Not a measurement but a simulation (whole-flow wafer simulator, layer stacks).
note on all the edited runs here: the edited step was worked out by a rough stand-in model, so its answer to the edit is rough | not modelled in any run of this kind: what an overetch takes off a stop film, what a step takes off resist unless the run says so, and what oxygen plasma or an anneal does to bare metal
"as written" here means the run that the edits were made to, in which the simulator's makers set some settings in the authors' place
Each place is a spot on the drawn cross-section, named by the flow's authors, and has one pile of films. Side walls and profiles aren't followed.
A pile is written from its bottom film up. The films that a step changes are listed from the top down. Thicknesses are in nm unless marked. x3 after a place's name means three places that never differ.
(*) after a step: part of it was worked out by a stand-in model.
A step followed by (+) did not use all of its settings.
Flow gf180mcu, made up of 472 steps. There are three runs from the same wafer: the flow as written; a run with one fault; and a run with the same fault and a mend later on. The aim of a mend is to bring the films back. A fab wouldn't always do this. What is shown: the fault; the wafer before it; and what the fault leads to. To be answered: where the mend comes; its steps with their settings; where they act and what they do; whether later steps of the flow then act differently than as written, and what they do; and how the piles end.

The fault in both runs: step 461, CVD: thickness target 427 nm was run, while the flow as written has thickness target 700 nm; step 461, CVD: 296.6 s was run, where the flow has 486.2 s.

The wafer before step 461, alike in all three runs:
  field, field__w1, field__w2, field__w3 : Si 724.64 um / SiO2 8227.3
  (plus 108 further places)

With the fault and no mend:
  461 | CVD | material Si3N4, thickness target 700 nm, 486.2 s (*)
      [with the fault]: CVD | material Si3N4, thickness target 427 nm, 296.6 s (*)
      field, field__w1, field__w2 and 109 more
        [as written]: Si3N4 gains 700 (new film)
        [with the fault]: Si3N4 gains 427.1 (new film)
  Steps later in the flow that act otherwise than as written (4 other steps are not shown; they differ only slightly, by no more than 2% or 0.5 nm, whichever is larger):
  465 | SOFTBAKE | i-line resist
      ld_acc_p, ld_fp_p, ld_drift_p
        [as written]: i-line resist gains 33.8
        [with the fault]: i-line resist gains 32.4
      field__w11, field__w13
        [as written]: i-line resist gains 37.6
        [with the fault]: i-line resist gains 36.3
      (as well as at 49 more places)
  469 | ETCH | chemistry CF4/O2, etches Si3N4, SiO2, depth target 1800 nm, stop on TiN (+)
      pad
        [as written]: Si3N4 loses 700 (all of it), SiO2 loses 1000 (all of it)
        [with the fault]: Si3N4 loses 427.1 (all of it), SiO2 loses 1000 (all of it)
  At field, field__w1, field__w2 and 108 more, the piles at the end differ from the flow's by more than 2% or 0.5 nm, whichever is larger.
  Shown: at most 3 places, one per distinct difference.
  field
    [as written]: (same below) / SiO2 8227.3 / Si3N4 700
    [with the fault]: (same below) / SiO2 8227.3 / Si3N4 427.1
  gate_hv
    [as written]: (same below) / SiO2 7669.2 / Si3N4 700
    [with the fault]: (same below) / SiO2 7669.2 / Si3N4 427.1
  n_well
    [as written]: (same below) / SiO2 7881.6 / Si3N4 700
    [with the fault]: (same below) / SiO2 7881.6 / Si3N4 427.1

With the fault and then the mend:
  The mend follows step 468.
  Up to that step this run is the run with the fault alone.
  468a | STRIP | chemistry O2/N2, power 2160 W, pressure 1700 mTorr (*)
      iso_ptap_pw, iso_ntap_nw, iso_nw_fld and 33 more
        i-line resist loses 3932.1 (all of it)
      p_well, sti, spacer, sd_n, mim_1p0, dice_street
        i-line resist loses 3938.1 (all of it)
      field__w2, field__w3, field__w6
        i-line resist loses 3984.7 (all of it)
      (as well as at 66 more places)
  468b | CVD | material Si3N4, thickness target 273 nm, 189.6 s (*) (the flow's step 461 again, with other settings)
      field, field__w1, field__w2 and 109 more
        Si3N4 gains 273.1
  468c | HMDS | 120 C, 60 s (the flow's step 463 again)
      alters no film at any place that is followed
  468d | COAT | i-line resist, thickness 4000 nm (*) (the flow's step 464 again)
      iso_ptap_pw, iso_ntap_nw, iso_nw_fld and 33 more
        i-line resist gains 4000 (new film)
      field__w9, field__w13, sd_p_hv, gate_p_hv, nplus_u, npoly_u
        i-line resist gains 4017 (new film)
      p_well, sti, spacer, sd_n, mim_1p0, dice_street
        i-line resist gains 4006.3 (new film)
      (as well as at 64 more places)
  468e | SOFTBAKE | i-line resist (the flow's step 465 again)
      ld_acc_p, ld_fp_p, ld_drift_p
        i-line resist gains 33.8
      field__w2, field_sub__w4
        i-line resist gains 33.4
      field__w11, field__w13
        i-line resist gains 37.6
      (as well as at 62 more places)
  468f | EXPOSE | photomask Pad (the flow's step 466 again)
      alters no film at any place that is followed
  468g | PEB | i-line resist, 115 C, 93.9 s (the flow's step 467 again)
      iso_ptap_pw, iso_ntap_nw, iso_nw_fld and 33 more
        i-line resist loses 67.9
      field, field__w2, field__w3 and 25 more
        i-line resist loses 68.8
      field_sub, field_sub__w1, field_sub__w2 and 23 more
        i-line resist loses 68.7
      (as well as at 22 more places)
  468h | DEVELOP | thickness 4000 nm (*) (the flow's step 468 again)
      field__w5, field__w7, field__w13 and 13 more
        i-line resist loses 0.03
      pad
        i-line resist loses 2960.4 (all of it)
  Later steps of the flow that are run all act as written at every place that is followed, up to a difference of at most 2% or 0.5 nm, whichever is larger.
  When the end is reached, the piles differ only a little from the flow's at the places that both follow, at most by 2% or 0.5 nm, whichever is larger.
